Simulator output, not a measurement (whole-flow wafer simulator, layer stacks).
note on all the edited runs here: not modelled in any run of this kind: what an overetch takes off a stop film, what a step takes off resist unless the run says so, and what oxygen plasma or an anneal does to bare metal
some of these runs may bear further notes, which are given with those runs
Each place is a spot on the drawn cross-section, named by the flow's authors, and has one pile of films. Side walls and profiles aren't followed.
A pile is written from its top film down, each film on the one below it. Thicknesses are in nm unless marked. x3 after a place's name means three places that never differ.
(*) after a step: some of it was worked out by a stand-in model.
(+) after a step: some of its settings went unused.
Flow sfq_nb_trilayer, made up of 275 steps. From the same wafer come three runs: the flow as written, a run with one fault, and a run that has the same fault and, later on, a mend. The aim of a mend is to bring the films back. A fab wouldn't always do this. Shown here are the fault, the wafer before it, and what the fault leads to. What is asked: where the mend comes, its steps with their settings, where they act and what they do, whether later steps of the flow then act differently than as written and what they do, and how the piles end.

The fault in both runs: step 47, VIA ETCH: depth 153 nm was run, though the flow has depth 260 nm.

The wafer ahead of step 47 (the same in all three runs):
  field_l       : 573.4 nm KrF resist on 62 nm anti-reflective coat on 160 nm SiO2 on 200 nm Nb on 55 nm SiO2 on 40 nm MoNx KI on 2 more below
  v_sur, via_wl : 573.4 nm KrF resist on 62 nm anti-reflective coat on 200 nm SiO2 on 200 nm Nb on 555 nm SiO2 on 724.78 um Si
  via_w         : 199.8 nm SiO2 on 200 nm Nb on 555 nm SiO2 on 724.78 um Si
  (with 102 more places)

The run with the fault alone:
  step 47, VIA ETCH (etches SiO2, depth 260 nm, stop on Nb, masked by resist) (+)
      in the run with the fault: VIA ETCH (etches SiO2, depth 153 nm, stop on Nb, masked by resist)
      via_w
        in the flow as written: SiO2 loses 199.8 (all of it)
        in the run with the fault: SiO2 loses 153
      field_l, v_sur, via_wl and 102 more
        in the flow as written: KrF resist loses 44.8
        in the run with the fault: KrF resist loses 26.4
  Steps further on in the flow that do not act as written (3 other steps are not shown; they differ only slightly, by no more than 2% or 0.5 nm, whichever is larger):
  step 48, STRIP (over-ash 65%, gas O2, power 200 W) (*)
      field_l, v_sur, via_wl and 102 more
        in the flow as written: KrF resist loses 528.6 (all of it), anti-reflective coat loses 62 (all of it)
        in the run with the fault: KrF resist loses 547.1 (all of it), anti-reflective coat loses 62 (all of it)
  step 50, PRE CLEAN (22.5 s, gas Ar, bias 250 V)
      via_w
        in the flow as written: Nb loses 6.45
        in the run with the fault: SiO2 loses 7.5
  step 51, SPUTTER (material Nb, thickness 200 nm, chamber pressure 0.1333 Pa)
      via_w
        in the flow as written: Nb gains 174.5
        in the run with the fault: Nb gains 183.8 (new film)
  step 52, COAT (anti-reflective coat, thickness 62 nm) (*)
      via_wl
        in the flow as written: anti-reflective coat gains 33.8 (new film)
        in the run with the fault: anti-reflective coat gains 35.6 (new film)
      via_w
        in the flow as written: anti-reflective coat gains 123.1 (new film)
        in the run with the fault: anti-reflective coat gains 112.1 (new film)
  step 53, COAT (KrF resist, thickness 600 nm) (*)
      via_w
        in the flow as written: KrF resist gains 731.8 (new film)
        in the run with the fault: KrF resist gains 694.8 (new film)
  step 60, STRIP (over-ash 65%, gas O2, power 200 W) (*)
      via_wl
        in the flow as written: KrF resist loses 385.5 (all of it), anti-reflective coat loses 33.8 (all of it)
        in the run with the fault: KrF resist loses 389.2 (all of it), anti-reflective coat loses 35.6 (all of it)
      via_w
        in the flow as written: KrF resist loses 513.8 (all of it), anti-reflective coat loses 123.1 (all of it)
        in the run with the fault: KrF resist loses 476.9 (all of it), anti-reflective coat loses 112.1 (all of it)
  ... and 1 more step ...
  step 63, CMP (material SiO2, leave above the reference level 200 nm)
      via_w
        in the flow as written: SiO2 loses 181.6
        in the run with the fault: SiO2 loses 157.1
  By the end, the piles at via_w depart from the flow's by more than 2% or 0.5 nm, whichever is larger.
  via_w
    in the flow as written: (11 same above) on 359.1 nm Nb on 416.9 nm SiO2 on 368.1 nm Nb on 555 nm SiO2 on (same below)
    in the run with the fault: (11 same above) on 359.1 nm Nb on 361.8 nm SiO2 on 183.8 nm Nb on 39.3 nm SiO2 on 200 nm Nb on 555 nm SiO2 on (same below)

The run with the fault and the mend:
  The mend stands after step 48.
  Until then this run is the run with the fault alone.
  step 48a, COAT (anti-reflective coat, thickness 62 nm) (*) (the flow's step 40 again)
      p4_fl x3, p4_w1 x9, p4_g1 x2 and 63 more
        anti-reflective coat gains 62 (new film)
      ce_l, c5j, ce_r and 10 more
        anti-reflective coat gains 61.8 (new film)
      ln_m6, lsp_r, l0_sur, l0v
        anti-reflective coat gains 61.9 (new film)
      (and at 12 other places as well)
  step 48b, COAT (KrF resist, thickness 650 nm) (*) (the flow's step 41 again)
      p4_fl x3, p4_w1 x9, p4_g1 x2 and 63 more
        KrF resist gains 650 (new film)
      r_end, moat, field_r and 6 more
        KrF resist gains 649.6 (new film)
      be_r, r_sur, res, l0v
        KrF resist gains 649.5 (new film)
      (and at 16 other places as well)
  step 48c, SOFTBAKE (KrF resist) (the flow's step 42 again)
      alters no film at any place that is followed
  step 48d, EXPOSE (photomask I0, dose 11.91 mJ/cm2, NA 0.6, wavelength 248 nm) (*) (the flow's step 43 again)
      alters no film at any place that is followed
  step 48e, PEB (KrF resist, 90 s) (the flow's step 44 again)
      gap, jj_sur, ce_l and 93 more
        KrF resist loses 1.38
      via_v, wire, be, be_sur
        KrF resist loses 1.37
      field_l, via_sp
        KrF resist loses 1.36
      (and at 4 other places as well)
  step 48f, DEVELOP (KrF resist, thickness 650 nm, 60 s) (the flow's step 45 again)
      field_l, v_sur, via_wl and 102 more
        KrF resist loses 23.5
      via_w
        KrF resist loses 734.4 (all of it)
  step 48g, VIA ETCH (etches anti-reflective coat, depth 125 nm, masked by resist) (+) (the flow's step 46 again)
      field_l, v_sur, via_wl and 102 more
        KrF resist loses 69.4
      via_w
        anti-reflective coat loses 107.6 (all of it)
  step 48h, VIA ETCH (etches SiO2, depth 107 nm, stop on Nb, masked by resist) (+) (the flow's step 47 again, with other settings)
      field_l, v_sur, via_wl and 102 more
        KrF resist loses 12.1
      via_w
        SiO2 loses 46.8 (all of it)
  step 48i, STRIP (over-ash 65%, gas O2, power 200 W) (*) (the flow's step 48 again)
      p4_fl x3, p4_w1 x9, p4_g1 x2 and 63 more
        KrF resist loses 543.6 (all of it), anti-reflective coat loses 62 (all of it)
      r_sur, res, r_end, moat
        KrF resist loses 543.1 (all of it), anti-reflective coat loses 61.8 (all of it)
      field_r, lsp_l, ln_m5, lsp_m
        KrF resist loses 543.2 (all of it), anti-reflective coat loses 61.8 (all of it)
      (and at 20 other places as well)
  None of the later steps of the flow differs from how it acts as written, at any place that is followed, by more than 2% or 0.5 nm, whichever is larger.
  At the end the piles are close to the flow's at the places that both follow, differing by at most 2% or 0.5 nm, whichever is larger.
